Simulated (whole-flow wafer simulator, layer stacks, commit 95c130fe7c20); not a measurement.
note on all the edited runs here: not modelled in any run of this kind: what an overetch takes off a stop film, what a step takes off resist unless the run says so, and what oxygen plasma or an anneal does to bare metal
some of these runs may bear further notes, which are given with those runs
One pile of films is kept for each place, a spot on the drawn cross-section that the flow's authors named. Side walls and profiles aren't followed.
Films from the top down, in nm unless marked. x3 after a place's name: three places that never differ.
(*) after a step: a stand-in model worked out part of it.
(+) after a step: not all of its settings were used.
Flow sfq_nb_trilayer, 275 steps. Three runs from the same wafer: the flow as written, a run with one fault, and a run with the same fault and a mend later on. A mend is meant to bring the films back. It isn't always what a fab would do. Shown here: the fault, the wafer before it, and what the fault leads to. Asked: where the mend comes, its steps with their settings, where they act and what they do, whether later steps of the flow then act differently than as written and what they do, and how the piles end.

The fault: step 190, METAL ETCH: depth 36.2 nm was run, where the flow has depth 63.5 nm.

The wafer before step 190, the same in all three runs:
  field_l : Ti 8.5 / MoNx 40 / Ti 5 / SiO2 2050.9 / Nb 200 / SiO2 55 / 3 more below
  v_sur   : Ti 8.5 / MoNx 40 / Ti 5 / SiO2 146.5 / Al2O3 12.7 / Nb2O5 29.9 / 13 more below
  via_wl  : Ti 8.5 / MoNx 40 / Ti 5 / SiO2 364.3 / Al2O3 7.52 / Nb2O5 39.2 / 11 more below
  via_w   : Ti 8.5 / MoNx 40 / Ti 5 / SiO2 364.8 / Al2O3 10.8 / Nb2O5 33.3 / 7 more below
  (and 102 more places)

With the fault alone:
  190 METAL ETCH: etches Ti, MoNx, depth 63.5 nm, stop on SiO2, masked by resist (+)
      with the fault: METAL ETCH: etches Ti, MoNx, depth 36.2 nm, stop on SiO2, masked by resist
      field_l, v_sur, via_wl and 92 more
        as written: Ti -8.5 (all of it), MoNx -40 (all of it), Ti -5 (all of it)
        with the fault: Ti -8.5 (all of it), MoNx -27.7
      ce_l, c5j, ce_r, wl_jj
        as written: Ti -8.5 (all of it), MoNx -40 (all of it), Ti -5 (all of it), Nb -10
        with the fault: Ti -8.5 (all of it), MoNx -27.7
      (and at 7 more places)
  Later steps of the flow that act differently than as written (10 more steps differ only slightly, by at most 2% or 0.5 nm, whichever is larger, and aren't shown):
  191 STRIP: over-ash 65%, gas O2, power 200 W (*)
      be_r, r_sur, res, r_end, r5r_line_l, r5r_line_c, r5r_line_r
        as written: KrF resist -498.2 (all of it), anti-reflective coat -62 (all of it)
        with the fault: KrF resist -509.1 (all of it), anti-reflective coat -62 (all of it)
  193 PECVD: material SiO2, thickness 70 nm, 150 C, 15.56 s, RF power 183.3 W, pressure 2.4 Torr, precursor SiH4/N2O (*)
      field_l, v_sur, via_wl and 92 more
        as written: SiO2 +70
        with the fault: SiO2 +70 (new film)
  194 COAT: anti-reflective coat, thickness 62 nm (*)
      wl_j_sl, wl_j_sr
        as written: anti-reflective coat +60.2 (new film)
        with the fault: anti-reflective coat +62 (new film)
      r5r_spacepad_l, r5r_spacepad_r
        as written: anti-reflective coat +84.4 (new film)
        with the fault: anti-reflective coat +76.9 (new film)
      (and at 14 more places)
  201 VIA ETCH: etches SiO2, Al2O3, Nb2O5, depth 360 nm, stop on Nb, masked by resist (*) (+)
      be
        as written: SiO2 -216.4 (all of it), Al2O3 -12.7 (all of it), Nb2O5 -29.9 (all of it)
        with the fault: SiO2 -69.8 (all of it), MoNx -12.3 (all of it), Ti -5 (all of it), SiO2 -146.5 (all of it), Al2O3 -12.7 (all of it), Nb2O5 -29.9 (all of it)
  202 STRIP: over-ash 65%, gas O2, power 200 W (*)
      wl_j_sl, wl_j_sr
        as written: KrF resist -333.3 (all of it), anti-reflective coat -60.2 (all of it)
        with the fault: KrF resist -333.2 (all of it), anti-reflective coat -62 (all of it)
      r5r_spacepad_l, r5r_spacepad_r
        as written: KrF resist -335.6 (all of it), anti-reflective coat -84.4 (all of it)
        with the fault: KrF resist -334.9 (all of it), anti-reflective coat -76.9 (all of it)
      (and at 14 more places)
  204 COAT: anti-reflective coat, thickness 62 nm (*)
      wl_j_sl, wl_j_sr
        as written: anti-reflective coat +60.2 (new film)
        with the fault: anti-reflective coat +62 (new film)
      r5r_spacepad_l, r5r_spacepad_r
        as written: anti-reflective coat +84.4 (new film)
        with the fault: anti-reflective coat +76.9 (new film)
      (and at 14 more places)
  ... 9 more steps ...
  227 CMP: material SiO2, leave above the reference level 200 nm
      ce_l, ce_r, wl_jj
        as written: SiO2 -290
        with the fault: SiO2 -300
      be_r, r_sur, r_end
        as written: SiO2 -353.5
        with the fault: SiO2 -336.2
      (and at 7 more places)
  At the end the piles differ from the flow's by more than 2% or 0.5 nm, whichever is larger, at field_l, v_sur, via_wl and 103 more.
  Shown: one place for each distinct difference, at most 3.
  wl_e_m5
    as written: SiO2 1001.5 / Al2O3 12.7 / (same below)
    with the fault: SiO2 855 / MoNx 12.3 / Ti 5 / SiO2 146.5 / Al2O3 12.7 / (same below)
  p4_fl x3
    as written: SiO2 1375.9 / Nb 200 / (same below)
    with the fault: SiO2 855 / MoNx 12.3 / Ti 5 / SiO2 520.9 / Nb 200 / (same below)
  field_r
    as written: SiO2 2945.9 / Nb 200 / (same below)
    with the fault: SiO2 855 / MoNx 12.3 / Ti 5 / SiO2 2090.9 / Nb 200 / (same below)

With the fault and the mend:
  The mend comes after step 190.
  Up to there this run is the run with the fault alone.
  190a METAL ETCH: etches Ti, MoNx, depth 27.3 nm, stop on SiO2, masked by resist (+) (the flow's step 190 once more, with other settings)
      field_l, v_sur, via_wl and 92 more
        MoNx -12.3 (all of it), Ti -5 (all of it)
      be_r, r_sur, res, r_end, r5r_line_l, r5r_line_c, r5r_line_r
        KrF resist -10.9
      ce_l, c5j, ce_r, wl_jj
        MoNx -12.3 (all of it), Ti -5 (all of it), Nb -10
  No later step of the flow acts differently than as written at any place that is followed.
  At the end the piles are the same as the flow's at every place that both follow.
